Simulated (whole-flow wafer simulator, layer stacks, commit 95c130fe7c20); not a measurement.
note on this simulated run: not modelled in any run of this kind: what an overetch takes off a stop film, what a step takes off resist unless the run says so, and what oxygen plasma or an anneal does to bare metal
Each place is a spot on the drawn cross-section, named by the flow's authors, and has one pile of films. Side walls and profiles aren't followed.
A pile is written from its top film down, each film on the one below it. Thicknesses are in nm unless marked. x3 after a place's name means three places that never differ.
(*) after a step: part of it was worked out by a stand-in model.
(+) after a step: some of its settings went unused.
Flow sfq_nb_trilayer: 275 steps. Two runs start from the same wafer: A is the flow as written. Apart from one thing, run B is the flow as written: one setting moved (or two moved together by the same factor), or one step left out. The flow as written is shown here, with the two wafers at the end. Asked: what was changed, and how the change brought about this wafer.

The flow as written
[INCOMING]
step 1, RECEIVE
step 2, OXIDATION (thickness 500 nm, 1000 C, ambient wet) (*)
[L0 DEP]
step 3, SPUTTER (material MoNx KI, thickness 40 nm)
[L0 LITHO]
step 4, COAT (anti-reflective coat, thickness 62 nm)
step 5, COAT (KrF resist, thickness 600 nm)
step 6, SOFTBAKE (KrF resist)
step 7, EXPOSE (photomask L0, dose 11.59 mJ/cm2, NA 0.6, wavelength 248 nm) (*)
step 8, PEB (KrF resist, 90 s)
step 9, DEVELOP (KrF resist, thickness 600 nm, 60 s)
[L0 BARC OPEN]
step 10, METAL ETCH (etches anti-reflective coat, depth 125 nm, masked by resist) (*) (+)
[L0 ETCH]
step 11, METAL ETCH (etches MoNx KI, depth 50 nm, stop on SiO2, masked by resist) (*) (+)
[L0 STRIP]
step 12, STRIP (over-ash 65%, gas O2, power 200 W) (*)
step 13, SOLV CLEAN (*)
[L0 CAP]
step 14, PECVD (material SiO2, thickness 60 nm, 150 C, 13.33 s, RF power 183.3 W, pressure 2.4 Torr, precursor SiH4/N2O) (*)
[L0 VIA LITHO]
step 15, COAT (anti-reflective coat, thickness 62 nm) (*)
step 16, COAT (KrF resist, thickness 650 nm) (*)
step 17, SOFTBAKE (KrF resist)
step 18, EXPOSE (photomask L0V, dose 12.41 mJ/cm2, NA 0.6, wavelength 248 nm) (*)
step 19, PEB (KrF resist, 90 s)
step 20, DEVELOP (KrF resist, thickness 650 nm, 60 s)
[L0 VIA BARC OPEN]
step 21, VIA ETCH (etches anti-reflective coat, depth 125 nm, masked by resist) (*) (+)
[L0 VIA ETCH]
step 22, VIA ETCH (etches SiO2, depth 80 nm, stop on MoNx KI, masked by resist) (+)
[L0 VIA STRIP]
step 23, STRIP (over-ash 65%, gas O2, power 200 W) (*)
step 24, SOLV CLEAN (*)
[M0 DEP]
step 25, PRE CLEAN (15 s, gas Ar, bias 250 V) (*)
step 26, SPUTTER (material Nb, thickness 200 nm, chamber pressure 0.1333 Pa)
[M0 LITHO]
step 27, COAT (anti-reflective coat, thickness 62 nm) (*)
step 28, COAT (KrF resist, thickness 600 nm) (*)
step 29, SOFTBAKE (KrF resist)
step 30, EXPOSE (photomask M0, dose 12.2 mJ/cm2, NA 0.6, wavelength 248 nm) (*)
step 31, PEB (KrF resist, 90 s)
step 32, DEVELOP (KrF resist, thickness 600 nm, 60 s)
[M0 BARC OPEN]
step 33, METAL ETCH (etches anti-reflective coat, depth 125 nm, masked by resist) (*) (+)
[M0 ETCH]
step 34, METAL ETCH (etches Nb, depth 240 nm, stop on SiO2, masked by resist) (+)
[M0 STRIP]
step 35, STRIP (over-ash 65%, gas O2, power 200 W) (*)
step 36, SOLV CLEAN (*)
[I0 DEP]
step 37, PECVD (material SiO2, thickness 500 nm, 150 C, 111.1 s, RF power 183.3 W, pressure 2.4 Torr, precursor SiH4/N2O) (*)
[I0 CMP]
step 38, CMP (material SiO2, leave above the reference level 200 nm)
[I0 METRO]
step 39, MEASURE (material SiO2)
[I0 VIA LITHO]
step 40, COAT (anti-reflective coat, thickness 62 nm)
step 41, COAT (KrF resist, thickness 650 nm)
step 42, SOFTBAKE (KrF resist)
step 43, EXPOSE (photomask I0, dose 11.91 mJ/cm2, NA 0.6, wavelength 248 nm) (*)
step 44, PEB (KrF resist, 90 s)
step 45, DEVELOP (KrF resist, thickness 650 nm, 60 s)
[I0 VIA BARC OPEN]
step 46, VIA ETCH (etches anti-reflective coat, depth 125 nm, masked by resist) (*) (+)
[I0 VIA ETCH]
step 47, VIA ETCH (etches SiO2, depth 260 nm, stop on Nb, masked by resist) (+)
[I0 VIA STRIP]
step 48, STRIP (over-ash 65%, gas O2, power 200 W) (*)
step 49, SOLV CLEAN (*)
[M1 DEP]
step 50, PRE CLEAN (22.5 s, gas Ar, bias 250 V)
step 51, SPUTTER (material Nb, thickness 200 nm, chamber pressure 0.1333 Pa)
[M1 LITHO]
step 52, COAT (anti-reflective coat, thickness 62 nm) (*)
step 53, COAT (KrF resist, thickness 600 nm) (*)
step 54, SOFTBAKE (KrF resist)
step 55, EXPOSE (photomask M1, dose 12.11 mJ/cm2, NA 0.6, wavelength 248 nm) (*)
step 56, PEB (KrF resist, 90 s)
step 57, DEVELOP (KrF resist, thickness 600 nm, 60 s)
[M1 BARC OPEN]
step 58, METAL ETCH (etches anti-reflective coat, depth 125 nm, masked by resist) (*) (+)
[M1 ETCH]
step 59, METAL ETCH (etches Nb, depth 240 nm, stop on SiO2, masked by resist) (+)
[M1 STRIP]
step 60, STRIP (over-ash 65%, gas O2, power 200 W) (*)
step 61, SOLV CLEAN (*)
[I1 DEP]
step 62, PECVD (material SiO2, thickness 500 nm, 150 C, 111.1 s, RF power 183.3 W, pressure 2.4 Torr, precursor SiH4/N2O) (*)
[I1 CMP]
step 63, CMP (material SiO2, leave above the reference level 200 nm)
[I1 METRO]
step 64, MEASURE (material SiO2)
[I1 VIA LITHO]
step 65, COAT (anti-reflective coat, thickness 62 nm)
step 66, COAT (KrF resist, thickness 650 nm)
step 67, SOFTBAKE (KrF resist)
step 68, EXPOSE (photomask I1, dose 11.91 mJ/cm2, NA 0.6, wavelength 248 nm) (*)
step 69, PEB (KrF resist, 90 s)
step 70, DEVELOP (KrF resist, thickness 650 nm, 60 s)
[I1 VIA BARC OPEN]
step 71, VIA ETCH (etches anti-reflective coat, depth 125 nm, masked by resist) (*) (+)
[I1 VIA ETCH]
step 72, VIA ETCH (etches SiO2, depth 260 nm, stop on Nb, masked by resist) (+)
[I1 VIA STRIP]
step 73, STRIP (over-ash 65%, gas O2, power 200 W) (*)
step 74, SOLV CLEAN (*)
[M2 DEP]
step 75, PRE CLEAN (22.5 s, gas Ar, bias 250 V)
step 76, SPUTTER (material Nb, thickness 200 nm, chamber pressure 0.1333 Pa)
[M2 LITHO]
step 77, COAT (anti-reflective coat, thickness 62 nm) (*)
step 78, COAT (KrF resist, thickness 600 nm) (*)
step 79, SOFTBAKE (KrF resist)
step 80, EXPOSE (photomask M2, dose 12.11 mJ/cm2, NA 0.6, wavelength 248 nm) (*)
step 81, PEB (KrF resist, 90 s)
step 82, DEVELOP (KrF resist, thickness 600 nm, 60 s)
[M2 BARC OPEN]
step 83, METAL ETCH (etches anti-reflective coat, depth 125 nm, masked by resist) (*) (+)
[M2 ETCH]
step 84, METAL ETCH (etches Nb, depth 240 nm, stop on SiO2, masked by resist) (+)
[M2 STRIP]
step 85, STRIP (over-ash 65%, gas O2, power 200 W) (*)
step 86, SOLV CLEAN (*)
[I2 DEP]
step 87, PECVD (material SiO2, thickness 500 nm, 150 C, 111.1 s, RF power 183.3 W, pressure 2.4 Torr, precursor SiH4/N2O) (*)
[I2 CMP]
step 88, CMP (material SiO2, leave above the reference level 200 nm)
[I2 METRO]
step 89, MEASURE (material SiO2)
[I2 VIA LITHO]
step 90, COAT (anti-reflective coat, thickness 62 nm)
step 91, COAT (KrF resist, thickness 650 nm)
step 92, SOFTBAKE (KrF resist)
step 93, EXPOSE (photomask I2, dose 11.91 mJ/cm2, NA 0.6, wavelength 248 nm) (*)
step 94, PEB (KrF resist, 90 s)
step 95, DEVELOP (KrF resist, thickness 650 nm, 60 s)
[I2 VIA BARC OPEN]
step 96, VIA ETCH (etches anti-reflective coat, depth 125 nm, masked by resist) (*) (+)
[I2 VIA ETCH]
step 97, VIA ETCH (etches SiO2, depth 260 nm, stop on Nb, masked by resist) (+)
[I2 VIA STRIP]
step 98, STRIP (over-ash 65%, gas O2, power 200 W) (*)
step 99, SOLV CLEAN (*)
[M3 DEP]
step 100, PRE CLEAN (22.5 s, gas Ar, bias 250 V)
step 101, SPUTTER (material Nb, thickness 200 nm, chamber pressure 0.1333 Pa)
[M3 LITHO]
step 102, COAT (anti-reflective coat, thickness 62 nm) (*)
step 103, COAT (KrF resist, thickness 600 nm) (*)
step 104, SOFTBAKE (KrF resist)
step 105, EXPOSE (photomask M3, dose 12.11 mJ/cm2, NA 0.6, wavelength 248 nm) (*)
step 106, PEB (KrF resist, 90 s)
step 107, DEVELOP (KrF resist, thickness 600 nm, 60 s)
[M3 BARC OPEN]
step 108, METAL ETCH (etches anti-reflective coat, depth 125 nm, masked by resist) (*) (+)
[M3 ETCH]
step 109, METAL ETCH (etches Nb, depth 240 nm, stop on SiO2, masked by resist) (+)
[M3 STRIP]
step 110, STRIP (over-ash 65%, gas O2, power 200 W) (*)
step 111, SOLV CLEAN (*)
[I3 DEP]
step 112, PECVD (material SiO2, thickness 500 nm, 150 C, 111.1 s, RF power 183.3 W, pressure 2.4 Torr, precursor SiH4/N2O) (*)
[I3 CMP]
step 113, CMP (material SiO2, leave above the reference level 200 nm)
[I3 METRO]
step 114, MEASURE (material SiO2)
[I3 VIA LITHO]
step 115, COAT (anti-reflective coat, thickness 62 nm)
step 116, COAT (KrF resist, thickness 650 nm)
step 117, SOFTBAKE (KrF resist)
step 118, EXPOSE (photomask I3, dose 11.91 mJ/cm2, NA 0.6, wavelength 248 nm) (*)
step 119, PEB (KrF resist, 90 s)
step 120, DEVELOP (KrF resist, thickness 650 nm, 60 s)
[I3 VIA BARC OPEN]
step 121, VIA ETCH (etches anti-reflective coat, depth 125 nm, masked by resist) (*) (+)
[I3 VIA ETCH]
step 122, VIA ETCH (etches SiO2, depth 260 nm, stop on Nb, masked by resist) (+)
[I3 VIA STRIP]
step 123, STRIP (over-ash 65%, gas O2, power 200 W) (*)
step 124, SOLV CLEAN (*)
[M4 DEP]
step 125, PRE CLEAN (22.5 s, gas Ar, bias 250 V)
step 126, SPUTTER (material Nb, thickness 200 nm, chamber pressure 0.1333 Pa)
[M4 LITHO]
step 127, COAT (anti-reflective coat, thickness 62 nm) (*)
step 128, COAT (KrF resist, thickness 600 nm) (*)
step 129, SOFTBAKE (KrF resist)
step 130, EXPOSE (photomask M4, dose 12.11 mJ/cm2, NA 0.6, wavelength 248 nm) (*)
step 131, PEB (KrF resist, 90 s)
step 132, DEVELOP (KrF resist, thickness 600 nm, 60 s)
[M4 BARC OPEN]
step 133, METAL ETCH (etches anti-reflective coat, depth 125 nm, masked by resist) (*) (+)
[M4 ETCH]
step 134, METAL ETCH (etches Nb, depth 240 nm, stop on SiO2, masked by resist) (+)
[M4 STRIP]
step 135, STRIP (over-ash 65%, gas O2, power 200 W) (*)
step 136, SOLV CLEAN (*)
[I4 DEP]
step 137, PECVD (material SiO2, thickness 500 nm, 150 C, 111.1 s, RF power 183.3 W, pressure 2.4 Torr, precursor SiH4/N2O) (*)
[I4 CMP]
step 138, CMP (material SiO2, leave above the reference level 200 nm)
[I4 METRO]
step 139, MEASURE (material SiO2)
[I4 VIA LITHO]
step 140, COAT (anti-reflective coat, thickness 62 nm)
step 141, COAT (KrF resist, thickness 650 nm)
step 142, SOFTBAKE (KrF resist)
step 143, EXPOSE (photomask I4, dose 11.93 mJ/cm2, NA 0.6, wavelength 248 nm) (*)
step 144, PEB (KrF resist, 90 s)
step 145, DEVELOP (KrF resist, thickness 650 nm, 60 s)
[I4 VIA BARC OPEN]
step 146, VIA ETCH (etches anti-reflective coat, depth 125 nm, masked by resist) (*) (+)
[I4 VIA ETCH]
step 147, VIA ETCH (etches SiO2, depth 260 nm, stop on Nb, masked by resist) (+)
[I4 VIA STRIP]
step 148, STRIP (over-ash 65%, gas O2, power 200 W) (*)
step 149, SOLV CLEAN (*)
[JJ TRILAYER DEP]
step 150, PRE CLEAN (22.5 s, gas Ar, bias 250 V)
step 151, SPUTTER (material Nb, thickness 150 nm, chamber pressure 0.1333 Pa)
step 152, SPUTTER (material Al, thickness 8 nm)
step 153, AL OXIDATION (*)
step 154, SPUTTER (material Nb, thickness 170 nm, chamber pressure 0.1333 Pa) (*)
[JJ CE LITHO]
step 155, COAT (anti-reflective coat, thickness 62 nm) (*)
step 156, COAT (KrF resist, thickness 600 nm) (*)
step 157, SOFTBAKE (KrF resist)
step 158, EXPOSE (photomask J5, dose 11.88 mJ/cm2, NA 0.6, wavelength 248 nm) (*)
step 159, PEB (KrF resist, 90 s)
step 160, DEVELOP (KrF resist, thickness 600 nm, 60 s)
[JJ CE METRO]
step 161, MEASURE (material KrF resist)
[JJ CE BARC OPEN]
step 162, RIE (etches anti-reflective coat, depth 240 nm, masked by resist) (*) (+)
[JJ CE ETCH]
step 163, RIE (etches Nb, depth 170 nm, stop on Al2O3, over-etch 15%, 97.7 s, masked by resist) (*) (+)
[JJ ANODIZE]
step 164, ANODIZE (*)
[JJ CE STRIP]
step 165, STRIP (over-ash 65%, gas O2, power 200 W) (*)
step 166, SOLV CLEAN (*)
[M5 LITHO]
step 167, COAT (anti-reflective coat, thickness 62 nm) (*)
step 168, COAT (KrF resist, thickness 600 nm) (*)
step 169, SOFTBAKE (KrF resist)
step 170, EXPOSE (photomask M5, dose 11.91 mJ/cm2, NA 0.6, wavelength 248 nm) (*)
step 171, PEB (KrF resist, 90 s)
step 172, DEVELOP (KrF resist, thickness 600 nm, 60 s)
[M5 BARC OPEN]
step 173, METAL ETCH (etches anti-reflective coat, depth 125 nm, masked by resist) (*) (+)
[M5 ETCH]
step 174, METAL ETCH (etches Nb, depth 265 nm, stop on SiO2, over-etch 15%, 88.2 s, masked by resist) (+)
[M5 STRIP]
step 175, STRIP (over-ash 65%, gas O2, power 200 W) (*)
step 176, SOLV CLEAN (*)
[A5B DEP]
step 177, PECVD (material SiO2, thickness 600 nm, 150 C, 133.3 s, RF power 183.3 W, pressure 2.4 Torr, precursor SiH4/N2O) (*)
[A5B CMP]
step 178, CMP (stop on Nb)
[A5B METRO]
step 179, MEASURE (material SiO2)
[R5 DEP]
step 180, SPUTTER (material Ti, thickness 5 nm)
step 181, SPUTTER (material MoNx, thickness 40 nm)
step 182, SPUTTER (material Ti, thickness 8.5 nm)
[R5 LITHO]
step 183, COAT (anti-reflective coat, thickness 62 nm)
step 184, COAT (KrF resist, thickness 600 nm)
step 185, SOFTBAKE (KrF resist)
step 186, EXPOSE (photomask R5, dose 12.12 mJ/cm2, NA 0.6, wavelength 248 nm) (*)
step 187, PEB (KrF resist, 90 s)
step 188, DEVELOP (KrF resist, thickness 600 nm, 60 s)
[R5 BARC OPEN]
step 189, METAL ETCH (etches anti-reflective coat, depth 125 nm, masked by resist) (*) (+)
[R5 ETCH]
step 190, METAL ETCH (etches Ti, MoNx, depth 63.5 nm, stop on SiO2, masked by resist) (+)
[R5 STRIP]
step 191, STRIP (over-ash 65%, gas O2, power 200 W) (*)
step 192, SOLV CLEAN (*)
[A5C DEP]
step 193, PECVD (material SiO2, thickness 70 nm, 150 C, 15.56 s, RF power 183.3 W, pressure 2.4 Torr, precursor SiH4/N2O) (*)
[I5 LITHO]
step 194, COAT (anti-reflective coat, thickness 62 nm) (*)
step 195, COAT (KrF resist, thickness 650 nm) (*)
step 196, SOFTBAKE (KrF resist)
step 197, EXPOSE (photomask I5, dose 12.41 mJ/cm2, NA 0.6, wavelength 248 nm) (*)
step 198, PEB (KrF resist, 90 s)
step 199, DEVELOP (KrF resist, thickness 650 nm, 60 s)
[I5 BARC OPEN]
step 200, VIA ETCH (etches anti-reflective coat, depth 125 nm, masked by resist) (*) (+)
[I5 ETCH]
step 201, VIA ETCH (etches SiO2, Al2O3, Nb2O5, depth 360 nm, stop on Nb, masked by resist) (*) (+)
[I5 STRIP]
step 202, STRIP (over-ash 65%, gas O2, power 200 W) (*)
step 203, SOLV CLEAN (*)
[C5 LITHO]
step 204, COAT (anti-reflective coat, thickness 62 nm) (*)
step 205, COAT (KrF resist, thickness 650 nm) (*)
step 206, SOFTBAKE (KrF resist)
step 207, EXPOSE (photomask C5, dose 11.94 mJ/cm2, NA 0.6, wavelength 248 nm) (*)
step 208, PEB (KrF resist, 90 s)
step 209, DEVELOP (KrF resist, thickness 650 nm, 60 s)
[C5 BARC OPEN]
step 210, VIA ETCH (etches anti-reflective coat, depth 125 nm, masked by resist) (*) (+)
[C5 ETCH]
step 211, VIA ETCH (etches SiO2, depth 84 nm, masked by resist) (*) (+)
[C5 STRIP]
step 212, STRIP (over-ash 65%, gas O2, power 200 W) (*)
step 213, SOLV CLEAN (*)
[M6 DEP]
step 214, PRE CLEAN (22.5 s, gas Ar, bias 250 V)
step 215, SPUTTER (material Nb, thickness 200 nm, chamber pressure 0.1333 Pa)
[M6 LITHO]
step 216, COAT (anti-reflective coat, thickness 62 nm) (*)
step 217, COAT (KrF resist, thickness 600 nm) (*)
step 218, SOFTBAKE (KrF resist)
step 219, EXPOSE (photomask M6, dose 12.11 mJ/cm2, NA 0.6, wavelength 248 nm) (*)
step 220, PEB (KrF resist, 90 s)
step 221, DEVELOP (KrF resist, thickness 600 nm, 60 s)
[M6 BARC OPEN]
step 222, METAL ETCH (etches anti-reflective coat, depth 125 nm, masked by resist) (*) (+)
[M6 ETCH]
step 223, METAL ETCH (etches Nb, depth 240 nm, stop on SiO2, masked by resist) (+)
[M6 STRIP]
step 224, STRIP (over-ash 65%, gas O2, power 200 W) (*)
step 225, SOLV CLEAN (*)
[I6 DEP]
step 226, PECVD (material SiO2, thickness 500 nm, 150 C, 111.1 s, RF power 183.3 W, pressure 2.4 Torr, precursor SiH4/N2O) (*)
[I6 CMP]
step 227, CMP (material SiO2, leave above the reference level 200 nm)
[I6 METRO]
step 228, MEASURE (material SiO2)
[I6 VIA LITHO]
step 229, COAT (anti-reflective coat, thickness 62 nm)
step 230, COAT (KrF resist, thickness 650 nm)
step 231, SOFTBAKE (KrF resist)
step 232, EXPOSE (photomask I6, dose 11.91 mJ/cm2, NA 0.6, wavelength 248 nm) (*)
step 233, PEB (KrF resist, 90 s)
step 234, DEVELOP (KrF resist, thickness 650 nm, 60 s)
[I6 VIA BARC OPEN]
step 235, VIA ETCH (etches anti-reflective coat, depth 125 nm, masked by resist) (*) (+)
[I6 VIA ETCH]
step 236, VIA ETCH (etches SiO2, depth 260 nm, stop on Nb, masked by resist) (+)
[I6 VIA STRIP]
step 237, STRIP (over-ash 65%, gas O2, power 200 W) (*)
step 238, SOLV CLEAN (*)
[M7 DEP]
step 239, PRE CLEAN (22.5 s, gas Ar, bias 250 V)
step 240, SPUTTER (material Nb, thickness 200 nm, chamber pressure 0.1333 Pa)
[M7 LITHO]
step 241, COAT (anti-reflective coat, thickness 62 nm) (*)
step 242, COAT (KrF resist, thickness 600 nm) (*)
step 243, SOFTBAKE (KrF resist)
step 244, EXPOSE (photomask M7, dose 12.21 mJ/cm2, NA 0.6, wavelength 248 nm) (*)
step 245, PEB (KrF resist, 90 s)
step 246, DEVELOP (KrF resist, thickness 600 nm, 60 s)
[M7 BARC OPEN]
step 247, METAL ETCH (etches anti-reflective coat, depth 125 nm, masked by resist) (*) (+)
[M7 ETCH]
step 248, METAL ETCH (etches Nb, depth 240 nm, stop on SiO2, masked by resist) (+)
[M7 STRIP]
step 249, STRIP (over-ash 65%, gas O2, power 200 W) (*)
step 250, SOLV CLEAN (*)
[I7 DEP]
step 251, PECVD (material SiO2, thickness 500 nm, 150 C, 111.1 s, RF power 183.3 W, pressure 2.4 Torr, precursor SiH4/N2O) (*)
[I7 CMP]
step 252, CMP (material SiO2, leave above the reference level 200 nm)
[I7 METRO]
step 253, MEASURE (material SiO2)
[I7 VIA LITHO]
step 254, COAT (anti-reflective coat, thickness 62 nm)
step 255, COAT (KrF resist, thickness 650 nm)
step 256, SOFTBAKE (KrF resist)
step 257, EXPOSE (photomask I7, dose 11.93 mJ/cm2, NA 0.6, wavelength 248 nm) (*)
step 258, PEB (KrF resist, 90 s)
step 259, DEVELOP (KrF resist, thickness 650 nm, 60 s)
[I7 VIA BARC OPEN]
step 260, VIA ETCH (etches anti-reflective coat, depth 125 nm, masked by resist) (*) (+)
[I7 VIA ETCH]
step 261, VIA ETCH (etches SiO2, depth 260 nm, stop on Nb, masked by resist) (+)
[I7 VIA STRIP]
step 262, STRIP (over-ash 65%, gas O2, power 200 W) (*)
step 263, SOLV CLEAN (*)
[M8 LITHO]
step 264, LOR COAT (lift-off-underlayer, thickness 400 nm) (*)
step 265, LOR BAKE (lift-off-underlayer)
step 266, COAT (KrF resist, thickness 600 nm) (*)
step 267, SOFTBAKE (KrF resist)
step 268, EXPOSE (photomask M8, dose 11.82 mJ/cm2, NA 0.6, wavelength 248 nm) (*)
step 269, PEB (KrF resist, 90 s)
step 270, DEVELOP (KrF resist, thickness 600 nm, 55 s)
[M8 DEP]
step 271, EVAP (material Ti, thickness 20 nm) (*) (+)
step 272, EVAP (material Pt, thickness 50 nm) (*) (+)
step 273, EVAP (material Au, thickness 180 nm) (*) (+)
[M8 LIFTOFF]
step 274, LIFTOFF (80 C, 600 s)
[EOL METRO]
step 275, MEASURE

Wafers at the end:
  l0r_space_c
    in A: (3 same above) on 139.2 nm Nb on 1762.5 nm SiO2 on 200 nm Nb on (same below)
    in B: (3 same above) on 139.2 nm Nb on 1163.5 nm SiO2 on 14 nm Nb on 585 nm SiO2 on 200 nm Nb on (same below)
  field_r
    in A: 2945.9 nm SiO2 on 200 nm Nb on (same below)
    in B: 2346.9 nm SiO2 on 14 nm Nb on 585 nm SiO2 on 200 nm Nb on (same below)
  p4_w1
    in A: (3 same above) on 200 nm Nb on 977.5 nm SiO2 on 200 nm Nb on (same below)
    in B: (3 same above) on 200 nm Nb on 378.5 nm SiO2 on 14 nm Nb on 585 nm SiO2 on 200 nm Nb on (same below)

The reason: step 84, METAL ETCH: depth 186 nm was run, while the flow as written has depth 240 nm.

Step by step, how the change led to this:
  step 84, METAL ETCH (etches Nb, depth 240 nm, stop on SiO2, masked by resist) (+)
      field_l, be, be_sur and 81 more: A -200 Nb (all of it) | B -186 Nb
      v_sur, via_wl, via_w and 19 more: A -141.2 KrF resist | B -109.4 KrF resist
  step 85, STRIP (over-ash 65%, gas O2, power 200 W) (*)
      wl_j_sl, wl_jj, wl_j_sr and 12 more: A -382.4 KrF resist (all of it), -62 anti-reflective coat (all of it) | B -414.1 KrF resist (all of it), -62 anti-reflective coat (all of it)
      v_sur: A -380 KrF resist (all of it), -61.4 anti-reflective coat (all of it) | B -411.8 KrF resist (all of it), -61.4 anti-reflective coat (all of it)
      (and at 6 other places as well)
  step 87, PECVD (material SiO2, thickness 500 nm, 150 C, 111.1 s, RF power 183.3 W, pressure 2.4 Torr, precursor SiH4/N2O) (*)
      field_l, be, be_sur and 81 more: A +500 SiO2 | B +500 SiO2 (new film)
  step 88, CMP (material SiO2, leave above the reference level 200 nm)
      field_l, be, be_sur and 81 more: A -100 SiO2 | B -114 SiO2
Taking metal films that touch as one body, l0r_space_c has 3 bodies (between them, from the top down: SiO2 1163.5; SiO2 585); the flow as written gives 2 bodies (between them, from the top down: SiO2 1762.5).
Taking metal films that touch as one body, field_r has 2 bodies (between them, from the top down: SiO2 585); the flow as written gives 1 body.
Taking metal films that touch as one body, p4_w1 has 4 bodies (between them, from the top down: SiO2 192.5; SiO2 378.5; SiO2 585); the flow as written gives 3 bodies (between them, from the top down: SiO2 192.5; SiO2 977.5).
